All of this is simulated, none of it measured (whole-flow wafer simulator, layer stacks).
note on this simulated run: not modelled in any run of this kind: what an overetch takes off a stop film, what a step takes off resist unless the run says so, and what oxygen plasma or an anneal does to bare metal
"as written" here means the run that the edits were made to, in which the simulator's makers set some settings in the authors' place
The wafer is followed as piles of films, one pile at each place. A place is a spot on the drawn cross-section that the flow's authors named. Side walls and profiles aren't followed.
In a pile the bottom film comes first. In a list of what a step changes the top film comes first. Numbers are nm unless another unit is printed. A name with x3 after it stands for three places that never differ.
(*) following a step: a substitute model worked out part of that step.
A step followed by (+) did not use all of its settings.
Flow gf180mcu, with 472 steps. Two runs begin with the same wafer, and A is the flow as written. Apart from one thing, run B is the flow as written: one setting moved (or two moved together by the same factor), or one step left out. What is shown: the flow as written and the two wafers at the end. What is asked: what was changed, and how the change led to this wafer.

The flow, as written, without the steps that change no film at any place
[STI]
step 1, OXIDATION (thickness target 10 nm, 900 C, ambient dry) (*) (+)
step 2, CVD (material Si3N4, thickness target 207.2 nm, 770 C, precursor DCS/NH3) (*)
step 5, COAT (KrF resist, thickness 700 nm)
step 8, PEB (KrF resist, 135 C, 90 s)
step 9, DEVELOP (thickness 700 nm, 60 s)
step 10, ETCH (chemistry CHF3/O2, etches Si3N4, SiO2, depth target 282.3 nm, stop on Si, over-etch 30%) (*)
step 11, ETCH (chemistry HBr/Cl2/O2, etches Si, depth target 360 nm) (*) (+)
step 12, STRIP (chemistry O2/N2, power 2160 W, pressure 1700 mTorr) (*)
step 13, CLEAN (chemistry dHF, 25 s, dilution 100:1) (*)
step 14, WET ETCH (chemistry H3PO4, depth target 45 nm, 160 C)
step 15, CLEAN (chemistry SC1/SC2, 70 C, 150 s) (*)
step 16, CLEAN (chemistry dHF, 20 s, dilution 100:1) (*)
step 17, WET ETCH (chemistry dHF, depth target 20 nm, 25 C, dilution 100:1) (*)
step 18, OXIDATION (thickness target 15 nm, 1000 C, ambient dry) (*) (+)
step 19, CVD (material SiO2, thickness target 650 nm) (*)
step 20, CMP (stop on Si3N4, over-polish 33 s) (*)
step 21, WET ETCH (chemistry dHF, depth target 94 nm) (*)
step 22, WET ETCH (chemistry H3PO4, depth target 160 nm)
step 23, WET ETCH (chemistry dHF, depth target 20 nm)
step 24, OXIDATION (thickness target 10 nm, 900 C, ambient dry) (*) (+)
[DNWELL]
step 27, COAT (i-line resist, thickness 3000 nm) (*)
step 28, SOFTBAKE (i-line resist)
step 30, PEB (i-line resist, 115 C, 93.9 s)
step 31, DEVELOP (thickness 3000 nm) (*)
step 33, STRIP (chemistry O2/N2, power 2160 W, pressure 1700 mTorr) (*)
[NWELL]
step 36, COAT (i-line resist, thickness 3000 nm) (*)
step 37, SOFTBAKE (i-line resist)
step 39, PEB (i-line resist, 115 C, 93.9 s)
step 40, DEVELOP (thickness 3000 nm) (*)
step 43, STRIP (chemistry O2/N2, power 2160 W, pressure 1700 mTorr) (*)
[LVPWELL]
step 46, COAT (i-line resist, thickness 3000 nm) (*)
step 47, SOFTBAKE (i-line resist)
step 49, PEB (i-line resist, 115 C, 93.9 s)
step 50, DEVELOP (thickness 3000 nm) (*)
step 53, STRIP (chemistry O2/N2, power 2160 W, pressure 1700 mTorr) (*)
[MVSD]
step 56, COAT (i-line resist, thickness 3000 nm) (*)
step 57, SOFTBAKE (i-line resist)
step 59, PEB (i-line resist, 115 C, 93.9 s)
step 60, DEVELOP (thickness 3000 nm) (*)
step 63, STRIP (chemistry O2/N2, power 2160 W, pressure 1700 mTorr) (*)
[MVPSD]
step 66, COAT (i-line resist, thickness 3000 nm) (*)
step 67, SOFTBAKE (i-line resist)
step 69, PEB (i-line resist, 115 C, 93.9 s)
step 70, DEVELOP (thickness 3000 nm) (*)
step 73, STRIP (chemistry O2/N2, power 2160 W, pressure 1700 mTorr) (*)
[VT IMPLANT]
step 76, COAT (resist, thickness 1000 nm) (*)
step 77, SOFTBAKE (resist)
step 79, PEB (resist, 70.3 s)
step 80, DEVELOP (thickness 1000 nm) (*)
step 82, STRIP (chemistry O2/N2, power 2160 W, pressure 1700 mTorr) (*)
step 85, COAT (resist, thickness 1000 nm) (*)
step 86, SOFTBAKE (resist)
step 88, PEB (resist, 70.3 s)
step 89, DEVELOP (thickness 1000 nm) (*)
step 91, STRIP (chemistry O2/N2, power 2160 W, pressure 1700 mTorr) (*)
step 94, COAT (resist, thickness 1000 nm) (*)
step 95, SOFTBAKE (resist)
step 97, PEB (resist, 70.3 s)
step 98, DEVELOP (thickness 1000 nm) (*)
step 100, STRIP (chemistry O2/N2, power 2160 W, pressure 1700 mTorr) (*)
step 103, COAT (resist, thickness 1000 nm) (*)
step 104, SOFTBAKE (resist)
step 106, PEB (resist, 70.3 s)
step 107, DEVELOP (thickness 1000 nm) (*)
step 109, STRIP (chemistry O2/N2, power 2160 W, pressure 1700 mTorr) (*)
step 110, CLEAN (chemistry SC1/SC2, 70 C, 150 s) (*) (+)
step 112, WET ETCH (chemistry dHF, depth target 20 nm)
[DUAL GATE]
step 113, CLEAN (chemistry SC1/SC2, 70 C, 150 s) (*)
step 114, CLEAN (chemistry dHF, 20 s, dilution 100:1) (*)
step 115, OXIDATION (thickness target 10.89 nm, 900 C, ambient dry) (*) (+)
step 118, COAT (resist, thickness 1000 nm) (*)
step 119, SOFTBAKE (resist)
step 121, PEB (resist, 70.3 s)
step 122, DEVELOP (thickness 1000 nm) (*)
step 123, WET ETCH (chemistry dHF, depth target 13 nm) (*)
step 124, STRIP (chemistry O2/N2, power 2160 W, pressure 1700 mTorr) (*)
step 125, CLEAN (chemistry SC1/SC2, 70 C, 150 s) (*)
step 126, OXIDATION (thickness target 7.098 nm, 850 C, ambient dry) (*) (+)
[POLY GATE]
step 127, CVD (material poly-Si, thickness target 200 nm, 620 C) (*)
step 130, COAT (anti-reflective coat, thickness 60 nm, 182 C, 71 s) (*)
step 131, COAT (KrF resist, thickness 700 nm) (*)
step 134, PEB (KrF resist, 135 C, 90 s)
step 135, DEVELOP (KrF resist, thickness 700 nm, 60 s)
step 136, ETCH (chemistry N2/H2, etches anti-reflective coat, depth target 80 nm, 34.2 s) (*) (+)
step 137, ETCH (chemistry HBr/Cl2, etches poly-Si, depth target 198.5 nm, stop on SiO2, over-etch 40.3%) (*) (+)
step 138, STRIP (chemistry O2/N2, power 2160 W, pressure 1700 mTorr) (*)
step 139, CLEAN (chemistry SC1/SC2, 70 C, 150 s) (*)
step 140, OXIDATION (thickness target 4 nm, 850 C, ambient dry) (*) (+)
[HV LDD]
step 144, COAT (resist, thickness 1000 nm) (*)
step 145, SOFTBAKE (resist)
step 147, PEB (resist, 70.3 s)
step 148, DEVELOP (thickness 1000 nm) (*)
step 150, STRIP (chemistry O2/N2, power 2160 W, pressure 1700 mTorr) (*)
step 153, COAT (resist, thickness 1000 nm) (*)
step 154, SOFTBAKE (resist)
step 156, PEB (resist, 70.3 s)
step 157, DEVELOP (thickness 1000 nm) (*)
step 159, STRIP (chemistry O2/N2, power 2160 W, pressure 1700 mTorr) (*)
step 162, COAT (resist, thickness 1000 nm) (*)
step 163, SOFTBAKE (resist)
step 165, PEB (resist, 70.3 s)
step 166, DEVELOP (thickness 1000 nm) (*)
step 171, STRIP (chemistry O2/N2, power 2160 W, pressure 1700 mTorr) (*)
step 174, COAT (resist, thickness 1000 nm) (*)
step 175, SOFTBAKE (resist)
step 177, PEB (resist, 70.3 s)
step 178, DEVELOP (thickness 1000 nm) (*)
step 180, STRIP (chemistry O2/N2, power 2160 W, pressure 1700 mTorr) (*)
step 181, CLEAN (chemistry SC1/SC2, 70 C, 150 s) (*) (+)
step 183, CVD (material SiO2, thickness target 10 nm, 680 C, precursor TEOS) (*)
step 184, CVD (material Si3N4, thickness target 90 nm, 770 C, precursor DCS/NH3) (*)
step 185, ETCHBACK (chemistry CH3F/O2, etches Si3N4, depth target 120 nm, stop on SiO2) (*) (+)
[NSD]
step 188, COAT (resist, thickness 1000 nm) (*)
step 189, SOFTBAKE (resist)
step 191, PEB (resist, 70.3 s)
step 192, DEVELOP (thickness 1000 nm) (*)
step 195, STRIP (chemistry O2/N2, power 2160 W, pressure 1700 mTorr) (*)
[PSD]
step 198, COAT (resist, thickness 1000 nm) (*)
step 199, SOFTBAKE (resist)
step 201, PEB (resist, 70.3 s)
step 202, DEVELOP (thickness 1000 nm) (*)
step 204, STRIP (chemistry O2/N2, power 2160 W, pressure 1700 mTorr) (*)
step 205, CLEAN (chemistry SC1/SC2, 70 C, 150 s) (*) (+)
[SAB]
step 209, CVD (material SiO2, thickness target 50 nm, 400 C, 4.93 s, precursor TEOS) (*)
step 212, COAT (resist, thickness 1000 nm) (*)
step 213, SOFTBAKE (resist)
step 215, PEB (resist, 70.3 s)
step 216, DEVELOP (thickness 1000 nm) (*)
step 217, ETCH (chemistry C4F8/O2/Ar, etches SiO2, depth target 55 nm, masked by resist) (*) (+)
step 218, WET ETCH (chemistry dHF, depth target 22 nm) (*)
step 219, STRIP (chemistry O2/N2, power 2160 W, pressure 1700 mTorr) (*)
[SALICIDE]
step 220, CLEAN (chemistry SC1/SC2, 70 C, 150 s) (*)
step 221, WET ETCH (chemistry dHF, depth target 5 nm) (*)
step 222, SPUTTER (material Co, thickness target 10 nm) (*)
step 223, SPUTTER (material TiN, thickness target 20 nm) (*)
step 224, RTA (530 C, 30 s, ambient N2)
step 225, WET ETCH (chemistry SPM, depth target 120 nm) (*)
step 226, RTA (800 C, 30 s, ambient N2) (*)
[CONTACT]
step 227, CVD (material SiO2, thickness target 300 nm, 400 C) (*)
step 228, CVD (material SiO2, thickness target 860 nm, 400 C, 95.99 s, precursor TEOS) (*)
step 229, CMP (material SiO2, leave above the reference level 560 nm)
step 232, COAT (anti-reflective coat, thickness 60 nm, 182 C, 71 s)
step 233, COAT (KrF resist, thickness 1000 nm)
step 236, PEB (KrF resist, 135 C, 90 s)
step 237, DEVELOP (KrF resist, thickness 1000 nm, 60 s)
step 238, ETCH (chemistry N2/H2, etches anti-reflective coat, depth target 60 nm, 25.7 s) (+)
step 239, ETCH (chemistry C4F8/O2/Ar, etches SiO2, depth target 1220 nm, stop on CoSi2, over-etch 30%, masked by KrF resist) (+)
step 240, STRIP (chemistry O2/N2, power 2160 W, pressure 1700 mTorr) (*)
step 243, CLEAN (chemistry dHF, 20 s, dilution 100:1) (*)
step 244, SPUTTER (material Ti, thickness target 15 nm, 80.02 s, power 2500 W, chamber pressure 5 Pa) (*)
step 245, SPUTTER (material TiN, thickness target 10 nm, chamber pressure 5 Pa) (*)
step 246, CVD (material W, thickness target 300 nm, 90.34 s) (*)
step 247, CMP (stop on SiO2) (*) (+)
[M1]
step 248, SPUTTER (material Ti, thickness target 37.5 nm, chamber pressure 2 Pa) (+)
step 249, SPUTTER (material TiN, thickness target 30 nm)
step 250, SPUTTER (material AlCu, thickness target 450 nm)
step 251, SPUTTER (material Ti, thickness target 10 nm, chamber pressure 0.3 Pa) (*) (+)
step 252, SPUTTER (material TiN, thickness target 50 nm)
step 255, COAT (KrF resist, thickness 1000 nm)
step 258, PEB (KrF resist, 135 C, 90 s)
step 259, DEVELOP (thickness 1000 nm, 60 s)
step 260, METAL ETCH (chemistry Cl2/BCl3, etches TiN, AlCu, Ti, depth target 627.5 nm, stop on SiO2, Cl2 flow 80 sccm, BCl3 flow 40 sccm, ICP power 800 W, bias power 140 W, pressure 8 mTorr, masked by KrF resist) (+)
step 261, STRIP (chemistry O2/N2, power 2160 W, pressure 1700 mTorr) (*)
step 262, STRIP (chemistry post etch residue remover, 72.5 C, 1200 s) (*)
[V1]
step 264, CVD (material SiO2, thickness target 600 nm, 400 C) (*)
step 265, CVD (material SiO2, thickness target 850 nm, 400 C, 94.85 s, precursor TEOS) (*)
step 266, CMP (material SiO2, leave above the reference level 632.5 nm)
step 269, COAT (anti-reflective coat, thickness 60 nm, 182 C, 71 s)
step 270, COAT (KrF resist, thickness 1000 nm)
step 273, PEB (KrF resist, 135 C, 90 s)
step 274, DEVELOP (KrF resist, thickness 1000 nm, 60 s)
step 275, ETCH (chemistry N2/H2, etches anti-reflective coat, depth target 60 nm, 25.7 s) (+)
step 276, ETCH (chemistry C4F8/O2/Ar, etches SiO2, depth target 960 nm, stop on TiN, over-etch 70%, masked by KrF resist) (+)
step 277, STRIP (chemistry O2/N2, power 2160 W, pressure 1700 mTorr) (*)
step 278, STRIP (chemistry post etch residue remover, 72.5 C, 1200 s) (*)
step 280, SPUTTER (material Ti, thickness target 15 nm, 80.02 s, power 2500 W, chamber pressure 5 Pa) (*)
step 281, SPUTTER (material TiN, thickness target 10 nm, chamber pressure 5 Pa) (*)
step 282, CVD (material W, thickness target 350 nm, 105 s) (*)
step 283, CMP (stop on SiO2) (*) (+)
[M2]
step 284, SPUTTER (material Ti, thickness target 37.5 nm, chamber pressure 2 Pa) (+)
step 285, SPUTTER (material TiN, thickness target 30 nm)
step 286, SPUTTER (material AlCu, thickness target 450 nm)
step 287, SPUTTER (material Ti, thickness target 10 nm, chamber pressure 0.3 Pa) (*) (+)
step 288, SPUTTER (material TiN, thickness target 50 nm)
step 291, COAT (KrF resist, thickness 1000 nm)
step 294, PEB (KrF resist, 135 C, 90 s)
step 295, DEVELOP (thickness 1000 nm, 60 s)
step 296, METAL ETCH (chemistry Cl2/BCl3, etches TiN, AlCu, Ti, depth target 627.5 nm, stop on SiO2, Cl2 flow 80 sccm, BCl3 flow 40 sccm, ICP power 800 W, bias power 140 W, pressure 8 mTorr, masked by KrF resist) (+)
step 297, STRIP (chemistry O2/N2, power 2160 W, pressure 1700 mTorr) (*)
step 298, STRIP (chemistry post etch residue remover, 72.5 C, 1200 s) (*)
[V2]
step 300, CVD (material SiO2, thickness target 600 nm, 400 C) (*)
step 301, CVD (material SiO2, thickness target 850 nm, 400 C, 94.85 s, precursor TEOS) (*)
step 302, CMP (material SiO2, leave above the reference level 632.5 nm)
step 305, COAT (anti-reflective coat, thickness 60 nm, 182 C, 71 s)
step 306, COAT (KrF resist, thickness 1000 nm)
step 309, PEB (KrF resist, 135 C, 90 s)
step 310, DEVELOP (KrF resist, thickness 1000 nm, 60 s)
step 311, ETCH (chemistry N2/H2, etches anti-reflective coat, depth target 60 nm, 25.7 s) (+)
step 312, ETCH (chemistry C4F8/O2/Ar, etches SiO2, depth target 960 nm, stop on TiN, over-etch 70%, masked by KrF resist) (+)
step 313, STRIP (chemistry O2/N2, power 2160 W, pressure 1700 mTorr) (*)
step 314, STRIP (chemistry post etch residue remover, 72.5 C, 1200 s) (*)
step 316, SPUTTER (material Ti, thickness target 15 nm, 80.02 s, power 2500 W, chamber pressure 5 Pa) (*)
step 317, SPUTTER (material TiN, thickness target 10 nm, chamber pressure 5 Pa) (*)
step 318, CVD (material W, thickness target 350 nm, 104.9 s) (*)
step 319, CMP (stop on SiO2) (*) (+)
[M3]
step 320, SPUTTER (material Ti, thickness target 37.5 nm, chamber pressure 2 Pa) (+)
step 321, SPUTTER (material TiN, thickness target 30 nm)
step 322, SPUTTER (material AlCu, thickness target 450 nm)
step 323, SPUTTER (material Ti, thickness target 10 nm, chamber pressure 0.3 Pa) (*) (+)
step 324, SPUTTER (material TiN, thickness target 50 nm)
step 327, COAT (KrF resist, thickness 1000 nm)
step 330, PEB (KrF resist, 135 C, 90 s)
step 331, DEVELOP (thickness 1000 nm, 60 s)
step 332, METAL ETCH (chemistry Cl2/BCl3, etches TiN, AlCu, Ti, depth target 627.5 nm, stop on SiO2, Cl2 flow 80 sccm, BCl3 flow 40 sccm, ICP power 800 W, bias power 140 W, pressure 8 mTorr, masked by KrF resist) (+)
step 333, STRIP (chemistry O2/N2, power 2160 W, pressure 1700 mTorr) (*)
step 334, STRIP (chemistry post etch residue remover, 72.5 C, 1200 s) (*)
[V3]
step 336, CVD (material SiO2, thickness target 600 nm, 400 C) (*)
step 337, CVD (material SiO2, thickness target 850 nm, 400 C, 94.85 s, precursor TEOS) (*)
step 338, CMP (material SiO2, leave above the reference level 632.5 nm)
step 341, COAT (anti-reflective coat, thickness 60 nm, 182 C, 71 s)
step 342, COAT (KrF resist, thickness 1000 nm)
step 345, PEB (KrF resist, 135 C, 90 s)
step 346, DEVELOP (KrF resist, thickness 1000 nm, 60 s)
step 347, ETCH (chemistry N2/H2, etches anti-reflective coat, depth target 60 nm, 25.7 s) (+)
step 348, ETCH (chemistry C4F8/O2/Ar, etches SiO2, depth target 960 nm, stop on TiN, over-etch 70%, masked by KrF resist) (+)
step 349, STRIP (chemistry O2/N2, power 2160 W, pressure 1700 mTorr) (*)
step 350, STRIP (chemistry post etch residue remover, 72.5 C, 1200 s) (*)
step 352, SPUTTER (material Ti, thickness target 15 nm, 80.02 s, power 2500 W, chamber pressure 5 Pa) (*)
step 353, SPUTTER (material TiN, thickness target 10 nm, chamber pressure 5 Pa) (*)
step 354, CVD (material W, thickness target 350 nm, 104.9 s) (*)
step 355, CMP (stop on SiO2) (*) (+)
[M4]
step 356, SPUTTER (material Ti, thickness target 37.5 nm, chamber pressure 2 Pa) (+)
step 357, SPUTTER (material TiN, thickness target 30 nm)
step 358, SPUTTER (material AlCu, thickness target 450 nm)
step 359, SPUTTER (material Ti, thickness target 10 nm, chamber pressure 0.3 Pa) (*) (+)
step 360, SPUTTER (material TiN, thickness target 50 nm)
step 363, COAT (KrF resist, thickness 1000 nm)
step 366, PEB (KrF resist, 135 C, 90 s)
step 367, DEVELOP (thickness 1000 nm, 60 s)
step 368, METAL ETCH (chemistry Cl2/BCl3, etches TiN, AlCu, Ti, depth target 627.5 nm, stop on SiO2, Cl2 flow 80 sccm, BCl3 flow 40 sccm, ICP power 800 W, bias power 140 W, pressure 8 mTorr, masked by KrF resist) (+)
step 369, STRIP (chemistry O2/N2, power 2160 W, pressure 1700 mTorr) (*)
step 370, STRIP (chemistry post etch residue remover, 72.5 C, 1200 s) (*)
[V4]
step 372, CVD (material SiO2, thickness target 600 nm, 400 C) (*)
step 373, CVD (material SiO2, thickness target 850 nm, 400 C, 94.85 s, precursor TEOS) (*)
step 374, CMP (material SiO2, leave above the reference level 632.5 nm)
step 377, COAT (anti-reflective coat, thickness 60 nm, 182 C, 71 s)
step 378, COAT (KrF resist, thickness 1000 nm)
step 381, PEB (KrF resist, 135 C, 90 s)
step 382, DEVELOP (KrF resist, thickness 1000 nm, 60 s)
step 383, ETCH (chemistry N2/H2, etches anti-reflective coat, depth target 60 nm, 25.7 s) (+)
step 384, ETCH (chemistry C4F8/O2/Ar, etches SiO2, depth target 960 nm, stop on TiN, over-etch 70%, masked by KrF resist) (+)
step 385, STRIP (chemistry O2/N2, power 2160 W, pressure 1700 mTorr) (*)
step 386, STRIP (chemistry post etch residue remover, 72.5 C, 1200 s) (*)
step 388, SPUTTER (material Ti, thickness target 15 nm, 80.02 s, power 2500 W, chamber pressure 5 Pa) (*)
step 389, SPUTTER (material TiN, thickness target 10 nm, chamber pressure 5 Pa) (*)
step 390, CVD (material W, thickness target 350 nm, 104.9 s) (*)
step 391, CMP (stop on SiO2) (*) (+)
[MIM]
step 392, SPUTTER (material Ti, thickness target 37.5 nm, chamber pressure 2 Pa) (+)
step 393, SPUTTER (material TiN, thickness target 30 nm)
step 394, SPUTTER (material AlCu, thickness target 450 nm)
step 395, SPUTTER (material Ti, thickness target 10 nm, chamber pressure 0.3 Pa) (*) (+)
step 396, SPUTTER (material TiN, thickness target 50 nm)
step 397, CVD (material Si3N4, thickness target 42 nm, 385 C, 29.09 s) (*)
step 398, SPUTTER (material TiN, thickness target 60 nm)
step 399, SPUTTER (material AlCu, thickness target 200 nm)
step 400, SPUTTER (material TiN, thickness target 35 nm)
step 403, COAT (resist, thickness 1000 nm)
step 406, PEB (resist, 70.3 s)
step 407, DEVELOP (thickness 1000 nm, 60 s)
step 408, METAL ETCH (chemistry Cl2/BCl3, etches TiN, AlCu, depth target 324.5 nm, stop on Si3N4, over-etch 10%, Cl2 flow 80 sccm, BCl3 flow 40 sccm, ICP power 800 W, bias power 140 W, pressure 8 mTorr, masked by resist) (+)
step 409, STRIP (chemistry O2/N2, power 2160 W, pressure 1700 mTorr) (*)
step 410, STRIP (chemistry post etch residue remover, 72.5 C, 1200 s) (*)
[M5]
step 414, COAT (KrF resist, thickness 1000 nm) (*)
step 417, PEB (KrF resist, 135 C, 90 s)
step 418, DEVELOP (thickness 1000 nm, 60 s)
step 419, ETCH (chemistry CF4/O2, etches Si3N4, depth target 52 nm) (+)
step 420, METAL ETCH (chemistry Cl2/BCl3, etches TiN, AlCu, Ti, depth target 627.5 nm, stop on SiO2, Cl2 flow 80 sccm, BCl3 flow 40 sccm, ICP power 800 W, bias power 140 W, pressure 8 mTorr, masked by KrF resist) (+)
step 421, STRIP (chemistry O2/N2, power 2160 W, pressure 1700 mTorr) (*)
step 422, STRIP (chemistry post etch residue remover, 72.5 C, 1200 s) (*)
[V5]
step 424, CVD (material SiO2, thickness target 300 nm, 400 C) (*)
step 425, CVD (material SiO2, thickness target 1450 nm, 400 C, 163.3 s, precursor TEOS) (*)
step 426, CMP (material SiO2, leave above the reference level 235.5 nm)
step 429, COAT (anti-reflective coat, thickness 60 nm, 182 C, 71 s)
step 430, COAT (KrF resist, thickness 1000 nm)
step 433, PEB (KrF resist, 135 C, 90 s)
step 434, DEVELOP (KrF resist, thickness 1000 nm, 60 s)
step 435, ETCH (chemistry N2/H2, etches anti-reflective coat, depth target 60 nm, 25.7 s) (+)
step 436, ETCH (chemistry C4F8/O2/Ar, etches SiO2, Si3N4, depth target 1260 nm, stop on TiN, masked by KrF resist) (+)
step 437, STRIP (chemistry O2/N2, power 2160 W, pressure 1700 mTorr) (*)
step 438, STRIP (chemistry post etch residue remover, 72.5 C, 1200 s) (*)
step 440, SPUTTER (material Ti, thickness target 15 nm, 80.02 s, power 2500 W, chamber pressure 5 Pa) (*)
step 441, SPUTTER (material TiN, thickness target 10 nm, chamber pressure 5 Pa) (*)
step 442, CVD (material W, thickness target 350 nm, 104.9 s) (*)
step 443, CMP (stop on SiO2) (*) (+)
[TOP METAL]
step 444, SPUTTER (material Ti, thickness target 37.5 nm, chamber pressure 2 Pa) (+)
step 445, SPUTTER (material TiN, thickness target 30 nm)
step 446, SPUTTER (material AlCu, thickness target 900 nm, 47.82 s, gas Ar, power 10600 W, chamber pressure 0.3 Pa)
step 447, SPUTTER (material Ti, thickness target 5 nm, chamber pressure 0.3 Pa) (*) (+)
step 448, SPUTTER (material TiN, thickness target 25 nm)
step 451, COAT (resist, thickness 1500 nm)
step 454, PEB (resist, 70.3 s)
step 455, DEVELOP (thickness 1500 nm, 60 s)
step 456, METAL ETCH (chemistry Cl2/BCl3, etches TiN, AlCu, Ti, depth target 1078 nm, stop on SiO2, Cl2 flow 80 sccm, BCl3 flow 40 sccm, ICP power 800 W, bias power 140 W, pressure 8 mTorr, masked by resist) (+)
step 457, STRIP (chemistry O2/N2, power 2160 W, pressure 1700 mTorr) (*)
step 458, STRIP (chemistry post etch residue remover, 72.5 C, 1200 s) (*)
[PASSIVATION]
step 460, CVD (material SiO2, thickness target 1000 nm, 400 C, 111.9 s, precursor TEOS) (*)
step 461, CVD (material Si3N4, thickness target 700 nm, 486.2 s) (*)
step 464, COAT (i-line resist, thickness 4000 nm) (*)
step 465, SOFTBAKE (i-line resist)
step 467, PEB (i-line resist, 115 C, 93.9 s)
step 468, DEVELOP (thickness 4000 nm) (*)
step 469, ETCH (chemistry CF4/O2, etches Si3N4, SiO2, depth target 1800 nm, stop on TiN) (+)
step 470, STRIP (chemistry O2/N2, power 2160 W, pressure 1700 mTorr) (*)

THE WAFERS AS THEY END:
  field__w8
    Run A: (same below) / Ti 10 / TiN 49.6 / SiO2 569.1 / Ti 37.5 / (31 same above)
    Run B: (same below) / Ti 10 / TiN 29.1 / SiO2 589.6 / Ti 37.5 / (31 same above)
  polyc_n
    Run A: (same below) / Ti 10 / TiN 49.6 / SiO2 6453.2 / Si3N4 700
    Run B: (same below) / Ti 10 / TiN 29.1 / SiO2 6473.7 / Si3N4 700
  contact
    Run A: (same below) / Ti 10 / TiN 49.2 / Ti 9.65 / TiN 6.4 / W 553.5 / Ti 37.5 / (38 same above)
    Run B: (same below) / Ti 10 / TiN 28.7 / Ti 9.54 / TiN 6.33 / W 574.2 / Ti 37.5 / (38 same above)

What caused this: step 252, SPUTTER: thickness target 29.5 nm was run, while the flow as written has thickness target 50 nm.

Step by step, how the change led to this:
  step 252, SPUTTER (material TiN, thickness target 50 nm)
      field, field__w1, field__w2 and 108 more: A +50 TiN (new film) | B +29.5 TiN (new film)
  step 260, METAL ETCH (chemistry Cl2/BCl3, etches TiN, AlCu, Ti, depth target 627.5 nm, stop on SiO2, Cl2 flow 80 sccm, BCl3 flow 40 sccm, ICP power 800 W, bias power 140 W, pressure 8 mTorr, masked by KrF resist) (+)
      field, field__w1, field__w2 and 99 more: A -50 TiN (all of it), -10 Ti (all of it), -450 AlCu (all of it), -30 TiN (all of it), -37.5 Ti (all of it) | B -29.5 TiN (all of it), -10 Ti (all of it), -450 AlCu (all of it), -30 TiN (all of it), -37.5 Ti (all of it)
  step 266, CMP (material SiO2, leave above the reference level 632.5 nm)
      field__w8, contact, m1 and 6 more: A -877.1 SiO2 | B -856.6 SiO2
  step 276, ETCH (chemistry C4F8/O2/Ar, etches SiO2, depth target 960 nm, stop on TiN, over-etch 70%, masked by KrF resist) (+)
      contact: A -572.5 SiO2 (all of it) | B -593 SiO2 (all of it)
  step 282, CVD (material W, thickness target 350 nm, 105 s) (*)
      contact: A +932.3 W (new film) | B +953 W (new film)
